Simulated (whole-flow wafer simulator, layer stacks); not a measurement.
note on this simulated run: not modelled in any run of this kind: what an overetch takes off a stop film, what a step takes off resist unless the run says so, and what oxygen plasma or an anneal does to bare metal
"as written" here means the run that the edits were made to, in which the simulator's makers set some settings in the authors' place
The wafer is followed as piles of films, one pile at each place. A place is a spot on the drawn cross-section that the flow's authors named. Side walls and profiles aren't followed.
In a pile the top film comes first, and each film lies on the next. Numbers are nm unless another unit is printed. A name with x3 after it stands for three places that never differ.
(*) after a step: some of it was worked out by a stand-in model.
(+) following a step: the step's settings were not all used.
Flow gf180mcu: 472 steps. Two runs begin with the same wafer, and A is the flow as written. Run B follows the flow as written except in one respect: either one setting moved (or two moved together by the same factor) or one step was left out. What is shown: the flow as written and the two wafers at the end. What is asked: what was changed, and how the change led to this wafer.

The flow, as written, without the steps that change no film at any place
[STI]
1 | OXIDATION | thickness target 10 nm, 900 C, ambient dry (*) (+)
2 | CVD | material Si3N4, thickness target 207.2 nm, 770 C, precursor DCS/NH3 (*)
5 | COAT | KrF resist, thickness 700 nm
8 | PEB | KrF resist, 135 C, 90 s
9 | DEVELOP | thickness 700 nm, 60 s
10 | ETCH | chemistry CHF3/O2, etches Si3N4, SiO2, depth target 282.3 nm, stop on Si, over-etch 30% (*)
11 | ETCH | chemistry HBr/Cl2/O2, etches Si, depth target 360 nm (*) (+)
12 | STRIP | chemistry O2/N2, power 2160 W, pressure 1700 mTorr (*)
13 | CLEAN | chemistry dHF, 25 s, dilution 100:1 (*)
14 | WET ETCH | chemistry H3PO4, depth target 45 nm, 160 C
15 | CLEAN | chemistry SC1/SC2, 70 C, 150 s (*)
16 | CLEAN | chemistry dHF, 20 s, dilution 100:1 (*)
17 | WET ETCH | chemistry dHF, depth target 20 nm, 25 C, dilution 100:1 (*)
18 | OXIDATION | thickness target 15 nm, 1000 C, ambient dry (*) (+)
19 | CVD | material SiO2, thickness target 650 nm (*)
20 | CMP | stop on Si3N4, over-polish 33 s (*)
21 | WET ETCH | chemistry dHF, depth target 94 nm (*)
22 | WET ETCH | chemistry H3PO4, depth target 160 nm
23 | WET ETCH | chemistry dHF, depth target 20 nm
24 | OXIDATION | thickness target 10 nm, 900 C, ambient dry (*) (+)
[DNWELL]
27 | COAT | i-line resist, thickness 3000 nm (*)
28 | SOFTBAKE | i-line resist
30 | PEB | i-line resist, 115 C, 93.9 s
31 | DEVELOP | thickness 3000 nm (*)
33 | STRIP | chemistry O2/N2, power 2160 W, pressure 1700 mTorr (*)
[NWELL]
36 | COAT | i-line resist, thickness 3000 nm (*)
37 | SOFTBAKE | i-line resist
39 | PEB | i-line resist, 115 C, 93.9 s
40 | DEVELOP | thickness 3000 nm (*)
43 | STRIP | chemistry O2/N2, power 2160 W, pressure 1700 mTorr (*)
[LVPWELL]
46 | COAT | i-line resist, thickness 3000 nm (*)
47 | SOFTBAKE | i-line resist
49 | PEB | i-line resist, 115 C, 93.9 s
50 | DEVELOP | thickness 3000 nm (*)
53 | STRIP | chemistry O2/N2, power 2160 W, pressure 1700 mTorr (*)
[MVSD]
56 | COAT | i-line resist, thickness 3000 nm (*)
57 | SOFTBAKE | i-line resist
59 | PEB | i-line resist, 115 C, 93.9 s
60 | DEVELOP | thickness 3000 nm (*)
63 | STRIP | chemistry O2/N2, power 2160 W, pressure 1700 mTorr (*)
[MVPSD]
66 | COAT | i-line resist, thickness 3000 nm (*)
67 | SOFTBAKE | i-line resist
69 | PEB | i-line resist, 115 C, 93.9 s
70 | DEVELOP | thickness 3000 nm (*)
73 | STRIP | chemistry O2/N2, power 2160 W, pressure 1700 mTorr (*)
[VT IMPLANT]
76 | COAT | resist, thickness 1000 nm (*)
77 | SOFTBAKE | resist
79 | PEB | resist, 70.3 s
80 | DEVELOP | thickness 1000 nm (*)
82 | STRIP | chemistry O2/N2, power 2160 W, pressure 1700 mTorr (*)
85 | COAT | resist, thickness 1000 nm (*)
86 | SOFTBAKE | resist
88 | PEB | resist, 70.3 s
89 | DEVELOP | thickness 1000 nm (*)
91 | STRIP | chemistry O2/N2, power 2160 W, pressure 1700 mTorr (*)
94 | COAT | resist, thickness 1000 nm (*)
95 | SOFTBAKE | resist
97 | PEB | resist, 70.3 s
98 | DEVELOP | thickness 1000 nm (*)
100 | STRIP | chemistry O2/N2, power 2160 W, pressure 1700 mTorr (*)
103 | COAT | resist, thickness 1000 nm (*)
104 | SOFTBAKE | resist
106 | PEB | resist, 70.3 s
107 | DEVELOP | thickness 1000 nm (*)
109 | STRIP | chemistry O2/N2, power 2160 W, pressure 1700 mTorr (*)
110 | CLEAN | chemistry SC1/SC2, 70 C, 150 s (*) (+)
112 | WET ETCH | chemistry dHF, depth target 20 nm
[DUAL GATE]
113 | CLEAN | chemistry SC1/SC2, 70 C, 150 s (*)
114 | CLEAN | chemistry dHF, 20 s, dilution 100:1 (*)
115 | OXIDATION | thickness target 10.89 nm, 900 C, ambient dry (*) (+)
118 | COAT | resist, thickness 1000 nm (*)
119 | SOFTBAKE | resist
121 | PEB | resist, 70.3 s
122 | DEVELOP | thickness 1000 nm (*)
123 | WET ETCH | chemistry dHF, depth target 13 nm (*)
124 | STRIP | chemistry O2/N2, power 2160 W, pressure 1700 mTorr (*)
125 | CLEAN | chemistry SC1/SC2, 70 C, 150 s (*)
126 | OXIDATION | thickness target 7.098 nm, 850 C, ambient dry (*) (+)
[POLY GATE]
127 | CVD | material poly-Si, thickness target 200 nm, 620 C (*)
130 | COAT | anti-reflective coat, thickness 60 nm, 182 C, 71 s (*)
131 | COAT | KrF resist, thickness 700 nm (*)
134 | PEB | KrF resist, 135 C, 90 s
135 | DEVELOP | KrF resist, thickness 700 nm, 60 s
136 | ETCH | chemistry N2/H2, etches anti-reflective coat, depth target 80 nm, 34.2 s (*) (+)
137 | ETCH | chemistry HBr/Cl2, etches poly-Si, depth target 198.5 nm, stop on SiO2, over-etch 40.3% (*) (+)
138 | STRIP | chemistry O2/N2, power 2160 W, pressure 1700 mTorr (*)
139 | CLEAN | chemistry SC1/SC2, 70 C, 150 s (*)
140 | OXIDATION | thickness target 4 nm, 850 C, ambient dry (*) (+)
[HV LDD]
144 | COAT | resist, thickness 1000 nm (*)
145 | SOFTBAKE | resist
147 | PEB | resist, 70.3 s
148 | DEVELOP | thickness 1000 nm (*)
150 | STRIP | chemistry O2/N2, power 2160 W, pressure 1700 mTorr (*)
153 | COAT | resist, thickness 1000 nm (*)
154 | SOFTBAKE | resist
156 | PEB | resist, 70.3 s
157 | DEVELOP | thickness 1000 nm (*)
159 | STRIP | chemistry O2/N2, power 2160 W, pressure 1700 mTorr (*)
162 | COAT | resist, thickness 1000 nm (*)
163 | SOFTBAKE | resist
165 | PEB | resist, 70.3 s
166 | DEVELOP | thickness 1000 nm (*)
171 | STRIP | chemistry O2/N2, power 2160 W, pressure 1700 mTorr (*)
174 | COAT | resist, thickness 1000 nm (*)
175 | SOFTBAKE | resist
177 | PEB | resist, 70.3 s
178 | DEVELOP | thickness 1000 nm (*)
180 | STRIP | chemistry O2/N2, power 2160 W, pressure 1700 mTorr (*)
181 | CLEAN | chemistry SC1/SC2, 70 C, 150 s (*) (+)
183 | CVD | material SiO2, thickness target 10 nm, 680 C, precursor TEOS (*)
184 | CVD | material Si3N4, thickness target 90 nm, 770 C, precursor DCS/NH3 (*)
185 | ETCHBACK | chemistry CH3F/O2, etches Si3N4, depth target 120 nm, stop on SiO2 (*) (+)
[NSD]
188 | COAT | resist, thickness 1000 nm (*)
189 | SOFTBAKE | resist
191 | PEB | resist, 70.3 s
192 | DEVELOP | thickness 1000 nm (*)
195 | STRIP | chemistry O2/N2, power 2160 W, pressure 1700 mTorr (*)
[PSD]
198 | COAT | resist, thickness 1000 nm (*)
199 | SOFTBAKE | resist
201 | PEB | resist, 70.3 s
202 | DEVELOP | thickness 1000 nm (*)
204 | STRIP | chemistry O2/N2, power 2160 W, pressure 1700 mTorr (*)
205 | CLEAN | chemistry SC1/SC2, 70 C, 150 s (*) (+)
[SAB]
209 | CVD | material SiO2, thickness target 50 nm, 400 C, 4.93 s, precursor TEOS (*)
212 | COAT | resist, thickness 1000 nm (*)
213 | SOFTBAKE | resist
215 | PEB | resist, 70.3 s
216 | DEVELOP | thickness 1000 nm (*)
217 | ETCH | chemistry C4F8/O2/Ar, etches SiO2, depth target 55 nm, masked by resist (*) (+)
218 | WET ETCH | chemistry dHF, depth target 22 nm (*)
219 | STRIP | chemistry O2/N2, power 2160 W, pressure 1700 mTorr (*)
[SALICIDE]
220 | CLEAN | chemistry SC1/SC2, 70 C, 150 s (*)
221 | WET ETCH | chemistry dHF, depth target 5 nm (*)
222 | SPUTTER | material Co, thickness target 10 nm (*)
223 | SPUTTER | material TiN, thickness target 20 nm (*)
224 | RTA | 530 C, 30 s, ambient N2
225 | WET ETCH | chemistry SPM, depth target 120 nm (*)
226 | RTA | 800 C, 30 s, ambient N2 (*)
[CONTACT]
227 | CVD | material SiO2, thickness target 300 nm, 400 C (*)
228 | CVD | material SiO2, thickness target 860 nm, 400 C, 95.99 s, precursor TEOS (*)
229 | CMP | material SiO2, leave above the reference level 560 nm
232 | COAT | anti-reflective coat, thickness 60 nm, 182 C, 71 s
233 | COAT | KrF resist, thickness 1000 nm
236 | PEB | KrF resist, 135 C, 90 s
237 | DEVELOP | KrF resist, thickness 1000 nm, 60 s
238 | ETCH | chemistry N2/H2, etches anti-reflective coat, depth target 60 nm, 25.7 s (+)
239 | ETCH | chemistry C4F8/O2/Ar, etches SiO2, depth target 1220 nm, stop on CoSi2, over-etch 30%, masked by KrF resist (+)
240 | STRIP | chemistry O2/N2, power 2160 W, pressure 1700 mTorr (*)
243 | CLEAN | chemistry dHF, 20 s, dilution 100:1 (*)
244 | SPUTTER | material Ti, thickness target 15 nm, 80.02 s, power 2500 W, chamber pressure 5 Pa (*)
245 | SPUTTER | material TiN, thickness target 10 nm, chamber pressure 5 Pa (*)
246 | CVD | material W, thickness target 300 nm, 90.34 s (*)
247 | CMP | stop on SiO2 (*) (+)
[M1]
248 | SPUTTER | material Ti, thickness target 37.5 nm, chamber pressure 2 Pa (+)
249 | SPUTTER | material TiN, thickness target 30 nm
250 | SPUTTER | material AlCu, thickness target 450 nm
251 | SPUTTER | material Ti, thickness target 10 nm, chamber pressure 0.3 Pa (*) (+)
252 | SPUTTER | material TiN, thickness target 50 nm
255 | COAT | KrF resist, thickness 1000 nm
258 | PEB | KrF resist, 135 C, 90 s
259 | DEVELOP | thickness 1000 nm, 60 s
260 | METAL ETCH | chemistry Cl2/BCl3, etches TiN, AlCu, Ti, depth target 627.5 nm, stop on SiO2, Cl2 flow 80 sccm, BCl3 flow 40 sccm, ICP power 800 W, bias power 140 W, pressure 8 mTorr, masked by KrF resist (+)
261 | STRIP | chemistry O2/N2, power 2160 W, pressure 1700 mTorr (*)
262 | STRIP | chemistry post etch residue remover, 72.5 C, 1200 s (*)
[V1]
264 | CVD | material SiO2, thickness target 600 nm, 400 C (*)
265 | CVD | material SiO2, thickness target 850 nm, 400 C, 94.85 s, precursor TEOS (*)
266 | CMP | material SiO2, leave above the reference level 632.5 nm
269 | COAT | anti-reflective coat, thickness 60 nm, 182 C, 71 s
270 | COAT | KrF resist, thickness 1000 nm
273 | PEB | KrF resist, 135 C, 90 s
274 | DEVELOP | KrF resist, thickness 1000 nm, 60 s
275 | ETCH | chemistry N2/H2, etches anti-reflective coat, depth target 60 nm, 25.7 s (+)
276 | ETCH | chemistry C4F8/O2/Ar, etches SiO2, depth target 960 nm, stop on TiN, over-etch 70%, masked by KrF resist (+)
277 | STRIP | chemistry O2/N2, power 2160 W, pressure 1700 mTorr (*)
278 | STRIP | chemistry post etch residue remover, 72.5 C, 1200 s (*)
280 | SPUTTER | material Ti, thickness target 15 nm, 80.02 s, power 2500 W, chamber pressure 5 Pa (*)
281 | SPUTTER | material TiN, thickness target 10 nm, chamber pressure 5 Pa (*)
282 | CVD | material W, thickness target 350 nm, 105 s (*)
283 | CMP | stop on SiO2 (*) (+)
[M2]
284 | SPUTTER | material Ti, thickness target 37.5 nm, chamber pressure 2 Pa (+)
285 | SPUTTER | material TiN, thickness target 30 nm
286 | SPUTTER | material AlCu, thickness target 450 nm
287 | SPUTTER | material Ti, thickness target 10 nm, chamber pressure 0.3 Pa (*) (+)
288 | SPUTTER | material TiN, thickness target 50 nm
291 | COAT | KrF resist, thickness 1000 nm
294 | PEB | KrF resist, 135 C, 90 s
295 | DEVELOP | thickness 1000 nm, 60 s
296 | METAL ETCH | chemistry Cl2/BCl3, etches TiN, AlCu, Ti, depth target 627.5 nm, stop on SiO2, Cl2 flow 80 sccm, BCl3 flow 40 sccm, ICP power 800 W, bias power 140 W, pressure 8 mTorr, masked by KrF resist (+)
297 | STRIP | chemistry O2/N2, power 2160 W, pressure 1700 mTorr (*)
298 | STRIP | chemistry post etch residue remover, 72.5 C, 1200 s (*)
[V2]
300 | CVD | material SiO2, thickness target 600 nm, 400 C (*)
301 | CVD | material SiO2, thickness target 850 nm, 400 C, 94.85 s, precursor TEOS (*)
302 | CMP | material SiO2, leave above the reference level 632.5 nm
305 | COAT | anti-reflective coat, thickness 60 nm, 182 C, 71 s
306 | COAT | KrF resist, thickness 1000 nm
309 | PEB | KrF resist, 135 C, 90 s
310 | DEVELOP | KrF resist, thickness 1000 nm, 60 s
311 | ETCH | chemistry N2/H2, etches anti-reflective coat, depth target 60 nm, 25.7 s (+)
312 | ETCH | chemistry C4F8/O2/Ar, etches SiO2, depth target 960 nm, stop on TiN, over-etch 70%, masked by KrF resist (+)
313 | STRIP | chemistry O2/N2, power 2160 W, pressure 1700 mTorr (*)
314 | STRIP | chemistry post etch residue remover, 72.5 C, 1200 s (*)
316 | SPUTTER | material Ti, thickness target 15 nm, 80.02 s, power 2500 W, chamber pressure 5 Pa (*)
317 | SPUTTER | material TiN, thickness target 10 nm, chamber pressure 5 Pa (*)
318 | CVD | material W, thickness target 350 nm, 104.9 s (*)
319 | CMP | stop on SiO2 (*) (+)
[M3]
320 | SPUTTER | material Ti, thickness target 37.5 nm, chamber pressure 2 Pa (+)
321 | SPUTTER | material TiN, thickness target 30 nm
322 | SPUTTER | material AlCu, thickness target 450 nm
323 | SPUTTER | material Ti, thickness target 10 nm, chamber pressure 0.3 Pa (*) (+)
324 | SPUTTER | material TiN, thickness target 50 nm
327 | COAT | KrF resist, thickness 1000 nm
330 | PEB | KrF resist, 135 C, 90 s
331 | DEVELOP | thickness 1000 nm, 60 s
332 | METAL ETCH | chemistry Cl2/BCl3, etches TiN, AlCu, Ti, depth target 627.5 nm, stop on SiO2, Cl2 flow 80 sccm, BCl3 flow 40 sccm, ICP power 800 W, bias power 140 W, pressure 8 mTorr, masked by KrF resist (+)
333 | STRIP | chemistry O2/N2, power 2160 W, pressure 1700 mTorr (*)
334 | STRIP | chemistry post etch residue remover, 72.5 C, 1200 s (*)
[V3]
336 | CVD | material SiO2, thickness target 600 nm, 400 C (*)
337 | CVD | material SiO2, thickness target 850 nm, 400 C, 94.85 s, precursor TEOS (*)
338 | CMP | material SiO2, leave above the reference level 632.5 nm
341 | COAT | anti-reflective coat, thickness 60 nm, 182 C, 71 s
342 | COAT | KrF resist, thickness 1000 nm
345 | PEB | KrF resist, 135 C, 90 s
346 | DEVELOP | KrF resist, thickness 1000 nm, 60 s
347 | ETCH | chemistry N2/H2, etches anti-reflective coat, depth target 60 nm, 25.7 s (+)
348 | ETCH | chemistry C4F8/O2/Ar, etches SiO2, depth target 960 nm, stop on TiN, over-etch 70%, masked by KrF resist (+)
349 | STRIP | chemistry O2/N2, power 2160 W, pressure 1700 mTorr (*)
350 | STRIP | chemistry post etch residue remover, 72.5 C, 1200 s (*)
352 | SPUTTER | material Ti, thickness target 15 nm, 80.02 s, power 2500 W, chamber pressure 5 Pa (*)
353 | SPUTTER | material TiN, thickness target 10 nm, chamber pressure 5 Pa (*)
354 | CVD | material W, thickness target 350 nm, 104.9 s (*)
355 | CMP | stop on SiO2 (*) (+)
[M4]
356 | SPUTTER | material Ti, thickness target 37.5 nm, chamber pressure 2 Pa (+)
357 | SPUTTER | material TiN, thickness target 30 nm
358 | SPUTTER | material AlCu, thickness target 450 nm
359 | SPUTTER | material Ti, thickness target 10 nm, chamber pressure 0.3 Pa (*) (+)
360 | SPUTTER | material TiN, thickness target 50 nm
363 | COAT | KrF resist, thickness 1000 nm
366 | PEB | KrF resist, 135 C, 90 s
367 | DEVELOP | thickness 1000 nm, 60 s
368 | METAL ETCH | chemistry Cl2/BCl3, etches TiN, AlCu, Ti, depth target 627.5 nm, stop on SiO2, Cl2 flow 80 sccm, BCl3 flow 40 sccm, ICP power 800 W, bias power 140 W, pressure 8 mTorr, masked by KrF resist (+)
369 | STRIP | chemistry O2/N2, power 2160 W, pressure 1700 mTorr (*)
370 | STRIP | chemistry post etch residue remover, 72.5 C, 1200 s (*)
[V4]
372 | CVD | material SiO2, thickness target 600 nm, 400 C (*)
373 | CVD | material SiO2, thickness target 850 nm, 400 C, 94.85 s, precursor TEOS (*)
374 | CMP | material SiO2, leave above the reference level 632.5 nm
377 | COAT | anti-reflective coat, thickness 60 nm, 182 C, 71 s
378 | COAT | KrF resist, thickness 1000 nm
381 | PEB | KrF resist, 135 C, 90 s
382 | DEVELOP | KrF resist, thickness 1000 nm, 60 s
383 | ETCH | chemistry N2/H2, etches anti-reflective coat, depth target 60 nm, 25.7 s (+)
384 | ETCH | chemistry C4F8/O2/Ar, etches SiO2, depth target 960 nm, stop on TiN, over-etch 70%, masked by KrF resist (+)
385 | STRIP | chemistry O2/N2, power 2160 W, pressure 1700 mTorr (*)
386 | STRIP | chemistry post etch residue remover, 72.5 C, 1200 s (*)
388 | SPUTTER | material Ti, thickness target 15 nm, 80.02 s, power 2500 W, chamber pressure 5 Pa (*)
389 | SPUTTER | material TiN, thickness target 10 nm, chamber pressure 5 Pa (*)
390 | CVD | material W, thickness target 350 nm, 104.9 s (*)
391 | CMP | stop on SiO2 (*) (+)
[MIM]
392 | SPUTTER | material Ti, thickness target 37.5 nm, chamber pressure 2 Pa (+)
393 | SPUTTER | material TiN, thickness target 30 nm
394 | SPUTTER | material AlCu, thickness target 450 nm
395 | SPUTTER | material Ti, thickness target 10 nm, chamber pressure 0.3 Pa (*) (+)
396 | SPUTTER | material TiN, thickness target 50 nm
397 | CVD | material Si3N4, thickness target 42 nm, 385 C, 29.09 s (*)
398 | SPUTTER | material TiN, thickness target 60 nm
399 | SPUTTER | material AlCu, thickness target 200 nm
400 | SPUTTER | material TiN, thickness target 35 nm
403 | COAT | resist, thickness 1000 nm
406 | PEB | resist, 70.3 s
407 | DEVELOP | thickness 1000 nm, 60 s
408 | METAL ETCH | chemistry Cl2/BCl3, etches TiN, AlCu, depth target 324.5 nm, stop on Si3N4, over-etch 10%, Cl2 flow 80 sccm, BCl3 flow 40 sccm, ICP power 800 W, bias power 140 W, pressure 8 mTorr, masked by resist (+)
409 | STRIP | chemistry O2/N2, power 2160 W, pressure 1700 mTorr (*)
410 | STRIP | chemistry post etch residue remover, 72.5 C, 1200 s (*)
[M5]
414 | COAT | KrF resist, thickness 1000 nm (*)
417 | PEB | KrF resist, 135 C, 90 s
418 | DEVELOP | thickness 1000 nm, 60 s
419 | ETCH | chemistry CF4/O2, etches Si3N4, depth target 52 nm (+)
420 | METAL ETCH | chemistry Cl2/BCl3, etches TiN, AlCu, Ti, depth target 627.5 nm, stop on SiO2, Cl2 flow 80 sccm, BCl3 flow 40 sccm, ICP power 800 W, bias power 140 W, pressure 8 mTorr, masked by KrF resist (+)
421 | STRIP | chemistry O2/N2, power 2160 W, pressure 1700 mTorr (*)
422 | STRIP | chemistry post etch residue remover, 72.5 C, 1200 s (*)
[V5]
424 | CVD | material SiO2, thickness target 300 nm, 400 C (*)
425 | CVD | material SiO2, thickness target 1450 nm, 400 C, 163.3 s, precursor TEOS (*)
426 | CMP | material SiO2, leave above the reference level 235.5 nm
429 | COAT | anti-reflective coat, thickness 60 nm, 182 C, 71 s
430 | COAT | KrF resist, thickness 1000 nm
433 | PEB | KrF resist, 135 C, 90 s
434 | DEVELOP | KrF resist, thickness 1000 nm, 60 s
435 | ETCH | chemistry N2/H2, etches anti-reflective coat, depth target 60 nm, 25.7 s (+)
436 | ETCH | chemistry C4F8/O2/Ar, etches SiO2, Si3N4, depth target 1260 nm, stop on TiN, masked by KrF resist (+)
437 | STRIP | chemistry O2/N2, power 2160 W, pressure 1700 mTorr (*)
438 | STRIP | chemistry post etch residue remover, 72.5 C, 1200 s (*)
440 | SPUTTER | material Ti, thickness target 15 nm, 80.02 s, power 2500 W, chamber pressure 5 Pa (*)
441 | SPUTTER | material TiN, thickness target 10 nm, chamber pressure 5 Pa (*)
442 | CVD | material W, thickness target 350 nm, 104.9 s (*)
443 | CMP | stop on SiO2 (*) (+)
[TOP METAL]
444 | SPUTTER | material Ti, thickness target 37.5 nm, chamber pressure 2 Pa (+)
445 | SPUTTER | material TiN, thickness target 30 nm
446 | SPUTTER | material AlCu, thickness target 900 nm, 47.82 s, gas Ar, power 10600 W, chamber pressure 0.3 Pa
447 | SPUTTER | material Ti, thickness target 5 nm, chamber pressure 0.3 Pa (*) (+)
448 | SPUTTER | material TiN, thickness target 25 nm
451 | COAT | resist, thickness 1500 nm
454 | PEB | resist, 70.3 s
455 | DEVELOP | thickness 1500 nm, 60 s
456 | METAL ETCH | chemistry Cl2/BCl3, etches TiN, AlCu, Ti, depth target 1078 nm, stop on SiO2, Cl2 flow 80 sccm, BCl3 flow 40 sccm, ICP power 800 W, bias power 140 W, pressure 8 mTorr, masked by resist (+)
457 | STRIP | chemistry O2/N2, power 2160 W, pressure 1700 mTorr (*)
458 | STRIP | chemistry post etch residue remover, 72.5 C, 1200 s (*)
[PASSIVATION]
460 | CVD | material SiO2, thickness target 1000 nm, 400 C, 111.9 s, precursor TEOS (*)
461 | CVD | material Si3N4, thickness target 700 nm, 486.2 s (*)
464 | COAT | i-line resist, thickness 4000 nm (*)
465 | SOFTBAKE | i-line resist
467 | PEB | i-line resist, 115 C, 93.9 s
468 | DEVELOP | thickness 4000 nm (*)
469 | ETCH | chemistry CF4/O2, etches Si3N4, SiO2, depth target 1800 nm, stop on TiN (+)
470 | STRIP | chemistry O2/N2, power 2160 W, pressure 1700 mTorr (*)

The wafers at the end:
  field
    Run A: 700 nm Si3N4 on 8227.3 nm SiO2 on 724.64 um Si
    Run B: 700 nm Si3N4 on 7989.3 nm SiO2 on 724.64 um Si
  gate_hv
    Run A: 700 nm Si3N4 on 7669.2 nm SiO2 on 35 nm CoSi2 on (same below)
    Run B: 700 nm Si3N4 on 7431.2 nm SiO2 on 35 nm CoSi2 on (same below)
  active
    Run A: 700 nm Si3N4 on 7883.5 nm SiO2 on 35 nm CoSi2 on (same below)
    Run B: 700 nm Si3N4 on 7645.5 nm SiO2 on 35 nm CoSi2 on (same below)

The reason: step 394, SPUTTER: thickness target 212 nm was run, whereas the flow has thickness target 450 nm.

The path from the change to this, step by step:
  394 | SPUTTER | material AlCu, thickness target 450 nm
      field, field__w1, field__w2 and 108 more: A +450 AlCu (new film) | B +212 AlCu (new film)
  420 | METAL ETCH | chemistry Cl2/BCl3, etches TiN, AlCu, Ti, depth target 627.5 nm, stop on SiO2, Cl2 flow 80 sccm, BCl3 flow 40 sccm, ICP power 800 W, bias power 140 W, pressure 8 mTorr, masked by KrF resist (+)
      field, field__w1, field__w2 and 101 more: A -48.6 TiN (all of it), -10 Ti (all of it), -450 AlCu (all of it), -30 TiN (all of it), -37.5 Ti (all of it) | B -48.6 TiN (all of it), -10 Ti (all of it), -212 AlCu (all of it), -30 TiN (all of it), -37.5 Ti (all of it)
      field__w4, field__w8, contact, m1, m1__w1, mim, mim_1p0, m1_nw: A -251 KrF resist | B -202.8 KrF resist
  421 | STRIP | chemistry O2/N2, power 2160 W, pressure 1700 mTorr (*)
      field__w8, m1__w1: A -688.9 KrF resist (all of it) | B -737 KrF resist (all of it)
      contact, m1: A -689.3 KrF resist (all of it) | B -737.5 KrF resist (all of it)
      (and at 4 other places as well)
  426 | CMP | material SiO2, leave above the reference level 235.5 nm
      field, field__w1, field__w5 and 92 more: A -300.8 SiO2 | B -538.8 SiO2
      field__w2, field__w3, field__w12 and 6 more: A -272.7 SiO2 | B -521.5 SiO2
